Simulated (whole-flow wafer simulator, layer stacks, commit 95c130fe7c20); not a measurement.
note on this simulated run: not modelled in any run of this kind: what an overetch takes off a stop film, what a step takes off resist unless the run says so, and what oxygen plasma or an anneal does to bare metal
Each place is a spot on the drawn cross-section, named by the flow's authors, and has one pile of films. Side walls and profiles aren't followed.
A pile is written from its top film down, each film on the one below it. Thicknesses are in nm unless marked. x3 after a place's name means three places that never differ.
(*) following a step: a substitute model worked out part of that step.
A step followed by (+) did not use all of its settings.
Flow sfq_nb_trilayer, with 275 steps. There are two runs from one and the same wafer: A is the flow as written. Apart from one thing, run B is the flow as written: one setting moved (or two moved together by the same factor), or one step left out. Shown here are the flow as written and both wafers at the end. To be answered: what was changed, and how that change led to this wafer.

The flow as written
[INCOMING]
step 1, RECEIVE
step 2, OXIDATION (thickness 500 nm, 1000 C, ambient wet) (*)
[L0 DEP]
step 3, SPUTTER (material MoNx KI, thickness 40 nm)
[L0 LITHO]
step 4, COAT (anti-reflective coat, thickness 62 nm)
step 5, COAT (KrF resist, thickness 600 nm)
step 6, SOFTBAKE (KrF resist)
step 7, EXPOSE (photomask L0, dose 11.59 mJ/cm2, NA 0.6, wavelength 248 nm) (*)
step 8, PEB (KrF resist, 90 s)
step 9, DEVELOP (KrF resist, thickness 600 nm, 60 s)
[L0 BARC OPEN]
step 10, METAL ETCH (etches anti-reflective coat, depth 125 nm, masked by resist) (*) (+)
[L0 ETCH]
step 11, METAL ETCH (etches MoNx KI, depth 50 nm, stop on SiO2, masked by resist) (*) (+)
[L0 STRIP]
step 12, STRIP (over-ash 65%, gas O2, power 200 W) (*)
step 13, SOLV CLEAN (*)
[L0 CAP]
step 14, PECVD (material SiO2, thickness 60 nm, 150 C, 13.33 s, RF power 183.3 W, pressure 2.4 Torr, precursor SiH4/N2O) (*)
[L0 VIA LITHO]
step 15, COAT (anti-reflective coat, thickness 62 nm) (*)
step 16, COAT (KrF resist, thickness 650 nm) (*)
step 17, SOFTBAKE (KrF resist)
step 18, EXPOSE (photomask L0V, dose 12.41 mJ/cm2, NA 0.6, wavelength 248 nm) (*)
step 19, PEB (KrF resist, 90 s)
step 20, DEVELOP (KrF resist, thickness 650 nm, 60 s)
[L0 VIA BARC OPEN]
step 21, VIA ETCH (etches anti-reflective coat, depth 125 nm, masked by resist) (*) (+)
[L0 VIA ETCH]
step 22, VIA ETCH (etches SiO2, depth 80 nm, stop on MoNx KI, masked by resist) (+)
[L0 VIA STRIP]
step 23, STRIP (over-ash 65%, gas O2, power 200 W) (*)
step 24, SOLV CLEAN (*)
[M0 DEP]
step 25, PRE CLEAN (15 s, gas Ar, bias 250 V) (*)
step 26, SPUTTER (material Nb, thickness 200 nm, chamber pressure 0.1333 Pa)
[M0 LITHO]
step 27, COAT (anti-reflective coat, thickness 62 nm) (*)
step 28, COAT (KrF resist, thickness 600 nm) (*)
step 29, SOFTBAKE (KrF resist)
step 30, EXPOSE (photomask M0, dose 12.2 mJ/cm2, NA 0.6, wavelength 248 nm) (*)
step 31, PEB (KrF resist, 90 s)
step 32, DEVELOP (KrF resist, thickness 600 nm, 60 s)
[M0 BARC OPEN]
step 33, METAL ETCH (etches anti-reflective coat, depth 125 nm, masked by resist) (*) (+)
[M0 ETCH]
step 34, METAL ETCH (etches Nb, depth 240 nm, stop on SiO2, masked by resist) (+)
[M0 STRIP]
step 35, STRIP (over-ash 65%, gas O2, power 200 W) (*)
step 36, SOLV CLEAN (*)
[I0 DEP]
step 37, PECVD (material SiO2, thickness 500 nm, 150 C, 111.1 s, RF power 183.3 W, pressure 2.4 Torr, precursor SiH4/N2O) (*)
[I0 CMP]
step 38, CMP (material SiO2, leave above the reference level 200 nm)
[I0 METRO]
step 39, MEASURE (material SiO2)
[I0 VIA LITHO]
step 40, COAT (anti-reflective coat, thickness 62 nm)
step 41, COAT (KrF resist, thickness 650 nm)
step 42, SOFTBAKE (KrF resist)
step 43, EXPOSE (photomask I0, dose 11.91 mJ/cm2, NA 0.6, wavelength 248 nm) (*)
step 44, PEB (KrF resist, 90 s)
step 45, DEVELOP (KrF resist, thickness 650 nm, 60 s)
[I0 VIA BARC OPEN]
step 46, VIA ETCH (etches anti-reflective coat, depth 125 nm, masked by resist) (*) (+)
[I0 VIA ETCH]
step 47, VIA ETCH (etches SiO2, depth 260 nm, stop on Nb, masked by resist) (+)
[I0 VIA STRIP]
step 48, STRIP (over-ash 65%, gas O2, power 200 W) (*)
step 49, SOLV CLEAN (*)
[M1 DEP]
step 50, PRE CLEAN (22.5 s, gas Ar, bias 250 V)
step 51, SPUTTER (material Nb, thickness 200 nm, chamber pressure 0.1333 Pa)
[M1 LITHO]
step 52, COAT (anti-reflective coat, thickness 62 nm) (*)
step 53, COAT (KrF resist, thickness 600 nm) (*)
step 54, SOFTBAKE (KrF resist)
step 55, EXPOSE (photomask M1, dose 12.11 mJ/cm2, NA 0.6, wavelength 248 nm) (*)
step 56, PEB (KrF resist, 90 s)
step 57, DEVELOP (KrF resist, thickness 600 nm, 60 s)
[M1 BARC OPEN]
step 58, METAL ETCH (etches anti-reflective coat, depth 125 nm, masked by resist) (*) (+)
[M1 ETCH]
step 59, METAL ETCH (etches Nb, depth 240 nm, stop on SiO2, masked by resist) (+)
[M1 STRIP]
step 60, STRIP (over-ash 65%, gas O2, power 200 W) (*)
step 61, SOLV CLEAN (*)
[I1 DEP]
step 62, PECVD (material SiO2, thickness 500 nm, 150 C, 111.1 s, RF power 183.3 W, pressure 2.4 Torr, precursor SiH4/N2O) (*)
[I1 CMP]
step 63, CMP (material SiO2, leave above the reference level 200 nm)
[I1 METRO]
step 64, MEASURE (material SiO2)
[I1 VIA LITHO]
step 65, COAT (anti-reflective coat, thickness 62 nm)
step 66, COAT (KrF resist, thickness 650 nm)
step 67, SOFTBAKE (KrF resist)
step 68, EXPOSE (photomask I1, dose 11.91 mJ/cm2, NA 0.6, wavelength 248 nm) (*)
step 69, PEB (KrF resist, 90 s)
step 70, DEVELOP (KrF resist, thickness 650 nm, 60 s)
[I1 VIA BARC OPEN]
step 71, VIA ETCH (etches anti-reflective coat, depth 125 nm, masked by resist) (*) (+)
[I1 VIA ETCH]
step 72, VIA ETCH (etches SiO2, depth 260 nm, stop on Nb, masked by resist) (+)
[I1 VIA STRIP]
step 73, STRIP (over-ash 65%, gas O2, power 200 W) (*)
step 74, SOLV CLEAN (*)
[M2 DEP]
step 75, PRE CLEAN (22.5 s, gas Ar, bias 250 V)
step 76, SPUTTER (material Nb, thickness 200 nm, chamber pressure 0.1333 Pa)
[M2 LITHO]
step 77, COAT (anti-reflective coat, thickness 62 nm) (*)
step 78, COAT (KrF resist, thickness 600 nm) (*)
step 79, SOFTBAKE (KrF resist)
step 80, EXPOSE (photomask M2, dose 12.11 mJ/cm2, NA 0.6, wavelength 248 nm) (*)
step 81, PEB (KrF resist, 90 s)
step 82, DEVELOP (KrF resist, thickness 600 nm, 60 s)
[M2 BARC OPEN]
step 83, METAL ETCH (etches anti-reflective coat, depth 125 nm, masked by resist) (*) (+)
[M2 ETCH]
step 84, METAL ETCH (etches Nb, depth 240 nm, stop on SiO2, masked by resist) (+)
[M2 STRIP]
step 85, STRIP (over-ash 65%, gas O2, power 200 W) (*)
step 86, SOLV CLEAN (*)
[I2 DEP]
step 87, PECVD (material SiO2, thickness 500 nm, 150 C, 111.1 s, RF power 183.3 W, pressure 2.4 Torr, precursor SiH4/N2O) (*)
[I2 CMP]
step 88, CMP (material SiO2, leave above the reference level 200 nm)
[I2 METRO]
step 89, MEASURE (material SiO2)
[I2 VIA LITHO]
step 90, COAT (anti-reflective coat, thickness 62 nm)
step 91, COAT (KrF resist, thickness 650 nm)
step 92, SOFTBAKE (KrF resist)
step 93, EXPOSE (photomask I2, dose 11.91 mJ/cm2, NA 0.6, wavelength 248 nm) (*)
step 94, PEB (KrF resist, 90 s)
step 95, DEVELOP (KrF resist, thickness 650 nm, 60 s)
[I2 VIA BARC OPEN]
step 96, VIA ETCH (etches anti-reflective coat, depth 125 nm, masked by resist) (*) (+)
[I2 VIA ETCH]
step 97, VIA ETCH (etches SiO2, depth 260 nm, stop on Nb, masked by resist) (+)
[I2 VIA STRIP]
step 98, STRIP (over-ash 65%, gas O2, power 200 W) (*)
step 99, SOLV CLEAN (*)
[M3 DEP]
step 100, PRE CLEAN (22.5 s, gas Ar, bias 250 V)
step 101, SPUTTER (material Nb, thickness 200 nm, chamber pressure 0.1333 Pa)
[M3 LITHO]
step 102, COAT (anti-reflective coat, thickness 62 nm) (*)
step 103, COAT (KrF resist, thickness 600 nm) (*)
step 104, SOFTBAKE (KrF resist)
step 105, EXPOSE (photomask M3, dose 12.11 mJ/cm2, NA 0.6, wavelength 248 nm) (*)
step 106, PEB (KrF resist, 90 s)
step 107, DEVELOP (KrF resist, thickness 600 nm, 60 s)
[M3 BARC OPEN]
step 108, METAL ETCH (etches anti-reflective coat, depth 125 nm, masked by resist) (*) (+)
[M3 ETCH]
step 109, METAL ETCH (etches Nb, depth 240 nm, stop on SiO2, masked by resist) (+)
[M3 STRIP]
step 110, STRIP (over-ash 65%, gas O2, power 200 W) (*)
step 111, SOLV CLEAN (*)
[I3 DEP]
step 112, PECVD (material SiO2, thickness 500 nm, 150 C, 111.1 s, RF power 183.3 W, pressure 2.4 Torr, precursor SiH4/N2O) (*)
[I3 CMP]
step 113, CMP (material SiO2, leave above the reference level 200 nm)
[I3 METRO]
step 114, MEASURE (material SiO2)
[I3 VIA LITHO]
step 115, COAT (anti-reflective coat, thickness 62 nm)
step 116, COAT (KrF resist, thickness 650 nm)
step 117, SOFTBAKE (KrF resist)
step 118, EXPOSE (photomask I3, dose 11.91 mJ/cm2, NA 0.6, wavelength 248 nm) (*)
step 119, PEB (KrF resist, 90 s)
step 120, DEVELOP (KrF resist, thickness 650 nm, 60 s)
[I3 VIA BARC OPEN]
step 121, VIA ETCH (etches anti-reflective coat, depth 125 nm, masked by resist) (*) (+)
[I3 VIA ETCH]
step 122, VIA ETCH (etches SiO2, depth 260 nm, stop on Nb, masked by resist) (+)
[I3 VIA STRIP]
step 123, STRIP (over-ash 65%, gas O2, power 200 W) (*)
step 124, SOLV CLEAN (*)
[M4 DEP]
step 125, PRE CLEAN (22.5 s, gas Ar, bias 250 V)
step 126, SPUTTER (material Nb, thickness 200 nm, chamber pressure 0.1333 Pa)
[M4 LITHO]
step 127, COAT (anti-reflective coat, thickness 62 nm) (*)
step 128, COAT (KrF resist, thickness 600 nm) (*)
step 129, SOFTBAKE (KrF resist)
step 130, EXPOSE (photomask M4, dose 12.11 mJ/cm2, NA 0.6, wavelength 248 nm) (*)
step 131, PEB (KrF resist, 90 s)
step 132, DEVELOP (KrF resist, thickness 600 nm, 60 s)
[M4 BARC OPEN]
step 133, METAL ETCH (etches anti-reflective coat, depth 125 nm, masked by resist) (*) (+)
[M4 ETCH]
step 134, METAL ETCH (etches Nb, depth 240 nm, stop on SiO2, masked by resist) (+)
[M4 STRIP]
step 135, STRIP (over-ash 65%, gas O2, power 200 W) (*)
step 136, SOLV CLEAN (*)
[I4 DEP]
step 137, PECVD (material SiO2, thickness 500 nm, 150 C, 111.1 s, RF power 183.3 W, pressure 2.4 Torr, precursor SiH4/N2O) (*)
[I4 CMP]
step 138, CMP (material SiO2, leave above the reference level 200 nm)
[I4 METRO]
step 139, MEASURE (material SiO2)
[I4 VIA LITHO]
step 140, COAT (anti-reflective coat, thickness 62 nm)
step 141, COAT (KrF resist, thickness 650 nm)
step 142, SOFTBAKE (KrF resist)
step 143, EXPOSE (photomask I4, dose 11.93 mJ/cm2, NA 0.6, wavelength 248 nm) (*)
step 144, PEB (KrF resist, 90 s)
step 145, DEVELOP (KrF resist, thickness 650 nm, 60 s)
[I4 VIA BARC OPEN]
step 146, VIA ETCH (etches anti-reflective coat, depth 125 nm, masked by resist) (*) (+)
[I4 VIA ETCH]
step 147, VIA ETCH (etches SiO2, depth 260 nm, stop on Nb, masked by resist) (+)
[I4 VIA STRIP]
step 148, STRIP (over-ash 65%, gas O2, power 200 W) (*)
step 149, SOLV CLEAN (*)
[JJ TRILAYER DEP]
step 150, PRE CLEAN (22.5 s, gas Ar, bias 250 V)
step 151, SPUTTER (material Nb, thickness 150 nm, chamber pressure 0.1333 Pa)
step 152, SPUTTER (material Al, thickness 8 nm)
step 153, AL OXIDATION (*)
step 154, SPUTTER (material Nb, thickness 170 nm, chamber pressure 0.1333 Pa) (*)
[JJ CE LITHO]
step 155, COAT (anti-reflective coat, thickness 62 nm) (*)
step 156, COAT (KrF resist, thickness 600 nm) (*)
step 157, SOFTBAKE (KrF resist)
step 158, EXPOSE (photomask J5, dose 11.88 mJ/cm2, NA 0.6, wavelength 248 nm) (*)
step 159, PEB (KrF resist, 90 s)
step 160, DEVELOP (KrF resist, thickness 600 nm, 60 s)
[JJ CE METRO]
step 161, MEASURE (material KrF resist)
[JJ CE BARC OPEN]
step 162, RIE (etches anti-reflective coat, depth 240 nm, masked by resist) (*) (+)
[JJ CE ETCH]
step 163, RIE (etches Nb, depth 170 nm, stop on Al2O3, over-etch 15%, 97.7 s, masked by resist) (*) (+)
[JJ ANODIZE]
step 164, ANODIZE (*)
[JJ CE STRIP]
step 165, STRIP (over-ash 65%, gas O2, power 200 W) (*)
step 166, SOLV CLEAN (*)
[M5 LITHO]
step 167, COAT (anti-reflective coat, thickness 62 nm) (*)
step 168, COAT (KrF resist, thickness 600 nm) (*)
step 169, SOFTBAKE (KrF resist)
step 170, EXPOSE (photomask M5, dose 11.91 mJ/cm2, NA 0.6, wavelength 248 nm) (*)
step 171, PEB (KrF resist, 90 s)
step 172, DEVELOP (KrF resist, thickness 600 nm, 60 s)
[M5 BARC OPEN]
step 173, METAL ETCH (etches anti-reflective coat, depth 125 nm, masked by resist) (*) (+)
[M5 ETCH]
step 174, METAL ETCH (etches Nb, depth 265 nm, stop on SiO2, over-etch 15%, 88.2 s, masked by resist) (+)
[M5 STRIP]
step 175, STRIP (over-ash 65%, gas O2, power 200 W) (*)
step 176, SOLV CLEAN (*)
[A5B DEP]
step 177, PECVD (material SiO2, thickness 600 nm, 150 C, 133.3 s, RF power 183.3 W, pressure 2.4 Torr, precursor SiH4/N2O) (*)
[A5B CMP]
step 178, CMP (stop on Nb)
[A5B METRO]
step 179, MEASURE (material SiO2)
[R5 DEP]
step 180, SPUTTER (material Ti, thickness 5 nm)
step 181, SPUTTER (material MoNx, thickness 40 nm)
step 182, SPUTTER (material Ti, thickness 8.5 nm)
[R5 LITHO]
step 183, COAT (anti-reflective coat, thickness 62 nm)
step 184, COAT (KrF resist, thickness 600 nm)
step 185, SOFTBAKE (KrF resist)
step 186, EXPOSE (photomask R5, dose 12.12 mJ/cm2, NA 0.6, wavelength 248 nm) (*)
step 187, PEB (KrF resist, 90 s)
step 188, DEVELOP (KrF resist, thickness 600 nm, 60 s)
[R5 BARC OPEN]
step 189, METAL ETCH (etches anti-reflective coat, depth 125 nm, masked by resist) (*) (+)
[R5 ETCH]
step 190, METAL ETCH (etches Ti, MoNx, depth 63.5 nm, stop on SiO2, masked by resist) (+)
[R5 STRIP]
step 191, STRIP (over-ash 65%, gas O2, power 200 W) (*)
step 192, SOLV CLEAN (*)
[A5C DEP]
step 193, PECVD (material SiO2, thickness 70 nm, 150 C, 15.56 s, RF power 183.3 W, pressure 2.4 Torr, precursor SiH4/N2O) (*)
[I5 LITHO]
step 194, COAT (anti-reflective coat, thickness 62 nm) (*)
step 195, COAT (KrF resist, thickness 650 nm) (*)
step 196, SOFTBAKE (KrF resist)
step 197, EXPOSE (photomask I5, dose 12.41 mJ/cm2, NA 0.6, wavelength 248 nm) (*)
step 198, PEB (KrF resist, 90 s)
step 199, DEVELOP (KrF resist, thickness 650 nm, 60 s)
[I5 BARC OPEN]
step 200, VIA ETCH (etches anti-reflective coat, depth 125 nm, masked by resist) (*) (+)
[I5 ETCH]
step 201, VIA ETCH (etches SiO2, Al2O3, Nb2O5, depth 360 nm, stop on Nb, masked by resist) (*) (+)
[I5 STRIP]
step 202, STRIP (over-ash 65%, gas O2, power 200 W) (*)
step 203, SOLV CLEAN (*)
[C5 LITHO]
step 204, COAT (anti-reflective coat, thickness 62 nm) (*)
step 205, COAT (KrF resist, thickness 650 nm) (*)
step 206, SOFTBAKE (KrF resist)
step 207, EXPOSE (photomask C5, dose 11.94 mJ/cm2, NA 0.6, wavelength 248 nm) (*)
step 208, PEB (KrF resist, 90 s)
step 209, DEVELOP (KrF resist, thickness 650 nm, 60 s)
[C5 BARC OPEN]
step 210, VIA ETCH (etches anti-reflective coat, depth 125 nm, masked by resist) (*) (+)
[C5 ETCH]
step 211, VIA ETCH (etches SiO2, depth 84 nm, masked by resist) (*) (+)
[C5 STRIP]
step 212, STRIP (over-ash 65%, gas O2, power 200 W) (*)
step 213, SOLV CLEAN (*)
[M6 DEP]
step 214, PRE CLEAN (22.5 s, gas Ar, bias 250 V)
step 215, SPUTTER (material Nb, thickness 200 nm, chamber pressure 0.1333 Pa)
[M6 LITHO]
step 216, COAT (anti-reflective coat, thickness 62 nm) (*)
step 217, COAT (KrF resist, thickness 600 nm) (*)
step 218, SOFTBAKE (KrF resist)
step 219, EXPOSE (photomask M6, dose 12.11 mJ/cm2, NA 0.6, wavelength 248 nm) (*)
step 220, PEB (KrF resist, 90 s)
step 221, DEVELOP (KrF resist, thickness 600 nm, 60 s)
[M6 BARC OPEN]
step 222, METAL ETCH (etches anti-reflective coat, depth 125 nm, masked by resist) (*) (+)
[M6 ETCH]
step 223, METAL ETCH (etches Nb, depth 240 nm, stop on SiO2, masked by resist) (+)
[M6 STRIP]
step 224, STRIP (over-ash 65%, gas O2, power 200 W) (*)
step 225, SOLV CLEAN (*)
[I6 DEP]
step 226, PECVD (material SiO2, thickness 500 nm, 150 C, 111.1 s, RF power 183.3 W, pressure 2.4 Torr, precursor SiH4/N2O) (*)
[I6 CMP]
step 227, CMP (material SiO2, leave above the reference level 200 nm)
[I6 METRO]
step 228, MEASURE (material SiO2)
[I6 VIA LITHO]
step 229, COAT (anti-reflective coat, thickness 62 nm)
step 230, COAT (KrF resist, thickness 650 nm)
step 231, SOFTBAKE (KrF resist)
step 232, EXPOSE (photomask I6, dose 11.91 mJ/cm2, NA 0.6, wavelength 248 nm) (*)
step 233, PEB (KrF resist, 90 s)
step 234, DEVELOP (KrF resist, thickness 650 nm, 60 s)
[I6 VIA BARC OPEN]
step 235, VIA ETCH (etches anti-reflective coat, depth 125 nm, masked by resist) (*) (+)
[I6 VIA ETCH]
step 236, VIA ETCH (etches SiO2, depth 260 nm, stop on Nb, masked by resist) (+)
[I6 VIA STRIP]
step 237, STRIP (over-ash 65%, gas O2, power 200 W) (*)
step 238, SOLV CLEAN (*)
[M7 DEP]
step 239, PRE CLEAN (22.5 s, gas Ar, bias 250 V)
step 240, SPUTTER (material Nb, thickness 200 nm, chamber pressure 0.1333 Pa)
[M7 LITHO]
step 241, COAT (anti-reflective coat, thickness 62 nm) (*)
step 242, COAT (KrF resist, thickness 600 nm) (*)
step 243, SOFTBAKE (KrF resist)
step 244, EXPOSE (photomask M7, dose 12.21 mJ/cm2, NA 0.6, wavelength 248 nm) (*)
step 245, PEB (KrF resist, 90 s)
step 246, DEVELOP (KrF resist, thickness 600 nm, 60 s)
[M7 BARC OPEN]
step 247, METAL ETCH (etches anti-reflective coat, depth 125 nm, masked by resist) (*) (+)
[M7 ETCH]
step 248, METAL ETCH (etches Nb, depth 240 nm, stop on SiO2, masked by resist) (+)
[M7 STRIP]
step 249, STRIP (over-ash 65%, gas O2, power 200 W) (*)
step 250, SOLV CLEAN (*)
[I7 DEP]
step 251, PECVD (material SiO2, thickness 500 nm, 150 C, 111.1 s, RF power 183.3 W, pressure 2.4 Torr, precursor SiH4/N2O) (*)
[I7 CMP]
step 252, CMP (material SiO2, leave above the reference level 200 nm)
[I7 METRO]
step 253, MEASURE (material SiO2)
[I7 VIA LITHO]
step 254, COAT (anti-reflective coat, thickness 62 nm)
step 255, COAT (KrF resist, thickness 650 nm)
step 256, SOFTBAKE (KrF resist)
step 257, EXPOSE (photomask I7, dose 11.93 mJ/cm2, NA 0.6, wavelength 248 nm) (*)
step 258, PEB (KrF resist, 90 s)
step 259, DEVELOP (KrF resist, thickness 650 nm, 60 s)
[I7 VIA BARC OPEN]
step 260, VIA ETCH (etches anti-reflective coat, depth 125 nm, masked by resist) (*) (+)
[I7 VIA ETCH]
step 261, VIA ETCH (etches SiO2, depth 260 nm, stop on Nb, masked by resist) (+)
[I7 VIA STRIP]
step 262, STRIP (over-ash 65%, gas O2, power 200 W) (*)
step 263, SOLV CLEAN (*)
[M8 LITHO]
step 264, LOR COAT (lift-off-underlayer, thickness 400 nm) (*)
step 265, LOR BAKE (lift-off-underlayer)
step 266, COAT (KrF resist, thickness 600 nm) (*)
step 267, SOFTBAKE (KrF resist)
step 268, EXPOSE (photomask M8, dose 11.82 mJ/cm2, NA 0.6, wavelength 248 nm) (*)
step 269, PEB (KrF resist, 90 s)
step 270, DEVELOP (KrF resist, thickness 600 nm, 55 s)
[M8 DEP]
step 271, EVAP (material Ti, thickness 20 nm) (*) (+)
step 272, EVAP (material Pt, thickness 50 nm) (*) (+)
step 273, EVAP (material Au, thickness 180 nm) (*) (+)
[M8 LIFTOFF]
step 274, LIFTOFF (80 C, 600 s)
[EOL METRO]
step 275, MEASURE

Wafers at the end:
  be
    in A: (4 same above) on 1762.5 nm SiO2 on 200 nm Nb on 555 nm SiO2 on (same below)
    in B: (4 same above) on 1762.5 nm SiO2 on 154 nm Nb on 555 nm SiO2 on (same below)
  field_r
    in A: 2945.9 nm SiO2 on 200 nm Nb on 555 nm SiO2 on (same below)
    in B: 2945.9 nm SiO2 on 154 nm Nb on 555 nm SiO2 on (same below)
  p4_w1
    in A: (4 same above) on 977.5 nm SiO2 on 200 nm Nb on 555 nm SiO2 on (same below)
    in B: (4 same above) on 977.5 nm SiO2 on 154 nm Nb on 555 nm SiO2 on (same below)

Cause: step 26, SPUTTER: thickness 154 nm was run, though the flow has thickness 200 nm.
One can read it off the wafer: be has Nb 154, and step 26 as written asks for 200 nm.

How this came from the change, step by step:
  step 26, SPUTTER (material Nb, thickness 200 nm, chamber pressure 0.1333 Pa)
      field_l, v_sur, via_wl and 102 more: A +200 Nb (new film) | B +154 Nb (new film)
      l0v: A +195.7 Nb (new film) | B +149.8 Nb (new film)
  step 34, METAL ETCH (etches Nb, depth 240 nm, stop on SiO2, masked by resist) (+)
      field_l, v_sur, via_wl and 100 more: A -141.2 KrF resist | B -135.9 KrF resist
      moat, m0r_space_l, m0r_space_r: A -200 Nb (all of it) | B -154 Nb (all of it)
  step 37, PECVD (material SiO2, thickness 500 nm, 150 C, 111.1 s, RF power 183.3 W, pressure 2.4 Torr, precursor SiH4/N2O) (*)
      moat, m0r_space_l, m0r_space_r: A +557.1 SiO2 | B +511.1 SiO2
